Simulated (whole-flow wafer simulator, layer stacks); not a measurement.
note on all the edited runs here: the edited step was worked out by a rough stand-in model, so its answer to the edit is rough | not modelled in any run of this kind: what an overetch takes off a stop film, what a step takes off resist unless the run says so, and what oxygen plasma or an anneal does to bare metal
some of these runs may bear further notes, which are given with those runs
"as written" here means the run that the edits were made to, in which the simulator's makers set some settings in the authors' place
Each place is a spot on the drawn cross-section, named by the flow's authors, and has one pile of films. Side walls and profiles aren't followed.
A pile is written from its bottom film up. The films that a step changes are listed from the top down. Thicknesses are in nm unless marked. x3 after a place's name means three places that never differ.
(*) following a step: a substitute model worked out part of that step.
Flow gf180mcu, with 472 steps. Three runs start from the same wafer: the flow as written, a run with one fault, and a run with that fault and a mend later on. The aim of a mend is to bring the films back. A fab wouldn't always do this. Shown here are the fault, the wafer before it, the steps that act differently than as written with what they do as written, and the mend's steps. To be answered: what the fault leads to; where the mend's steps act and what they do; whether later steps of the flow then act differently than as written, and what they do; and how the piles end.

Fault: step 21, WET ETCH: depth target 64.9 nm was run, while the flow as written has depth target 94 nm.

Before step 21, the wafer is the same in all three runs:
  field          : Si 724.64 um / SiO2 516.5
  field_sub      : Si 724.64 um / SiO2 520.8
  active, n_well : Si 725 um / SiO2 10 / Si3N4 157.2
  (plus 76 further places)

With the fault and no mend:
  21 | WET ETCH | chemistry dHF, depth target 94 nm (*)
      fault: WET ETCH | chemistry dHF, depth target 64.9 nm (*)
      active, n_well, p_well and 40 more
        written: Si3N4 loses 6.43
        fault: Si3N4 loses 4.46
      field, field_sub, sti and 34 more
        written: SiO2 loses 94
        fault: SiO2 loses 64.9
  Later steps of the flow acting differently than as written (not shown: 35 more steps that differ only slightly, by at most 2% or 0.5 nm, whichever is larger):
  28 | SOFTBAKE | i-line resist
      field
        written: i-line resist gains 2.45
        fault: i-line resist gains 4.56
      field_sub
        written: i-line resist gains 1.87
        fault: i-line resist gains 3.48
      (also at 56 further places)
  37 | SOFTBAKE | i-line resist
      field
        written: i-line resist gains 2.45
        fault: i-line resist gains 4.56
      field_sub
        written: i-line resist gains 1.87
        fault: i-line resist gains 3.48
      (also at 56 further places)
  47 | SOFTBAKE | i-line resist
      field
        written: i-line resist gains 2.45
        fault: i-line resist gains 4.56
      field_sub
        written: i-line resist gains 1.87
        fault: i-line resist gains 3.48
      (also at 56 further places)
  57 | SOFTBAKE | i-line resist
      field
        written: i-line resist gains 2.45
        fault: i-line resist gains 4.56
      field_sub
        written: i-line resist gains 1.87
        fault: i-line resist gains 3.48
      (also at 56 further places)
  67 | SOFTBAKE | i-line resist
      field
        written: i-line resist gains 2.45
        fault: i-line resist gains 4.56
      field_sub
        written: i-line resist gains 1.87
        fault: i-line resist gains 3.48
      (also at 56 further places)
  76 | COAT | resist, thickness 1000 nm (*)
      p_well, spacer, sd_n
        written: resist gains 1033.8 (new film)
        fault: resist gains 1062.2 (new film)
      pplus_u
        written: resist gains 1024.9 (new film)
        fault: resist gains 1046.2 (new film)
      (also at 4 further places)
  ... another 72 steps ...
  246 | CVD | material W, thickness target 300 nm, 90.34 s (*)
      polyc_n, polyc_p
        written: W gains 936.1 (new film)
        fault: W gains 907.1 (new film)
  By the end, the piles at active, sd_p, ld_sd_n and 14 more depart from the flow's by more than 2% or 0.5 nm, whichever is larger.
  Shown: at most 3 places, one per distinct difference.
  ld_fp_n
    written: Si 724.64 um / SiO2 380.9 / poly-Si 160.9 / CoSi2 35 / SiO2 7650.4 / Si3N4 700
    fault: Si 724.64 um / SiO2 409.8 / poly-Si 160.9 / CoSi2 35 / SiO2 7621.4 / Si3N4 700
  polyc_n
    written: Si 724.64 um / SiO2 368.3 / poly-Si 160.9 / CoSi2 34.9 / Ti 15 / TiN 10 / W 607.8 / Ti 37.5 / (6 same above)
    fault: Si 724.64 um / SiO2 397.3 / poly-Si 160.9 / CoSi2 34.9 / Ti 15 / TiN 10 / W 578.8 / Ti 37.5 / (6 same above)
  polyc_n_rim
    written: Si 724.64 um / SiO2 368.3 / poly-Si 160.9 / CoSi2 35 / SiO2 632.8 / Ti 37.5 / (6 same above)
    fault: Si 724.64 um / SiO2 397.3 / poly-Si 160.9 / CoSi2 35 / SiO2 603.7 / Ti 37.5 / (6 same above)

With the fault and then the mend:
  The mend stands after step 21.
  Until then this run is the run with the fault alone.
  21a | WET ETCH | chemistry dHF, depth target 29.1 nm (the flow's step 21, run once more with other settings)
      field, field_sub, sti and 34 more
        SiO2 loses 29.1
  Every later step of the flow that is run acts as written, at every place that is followed, to within 2% or 0.5 nm, whichever is larger.
  The piles end the same as the flow's at every place that both follow.
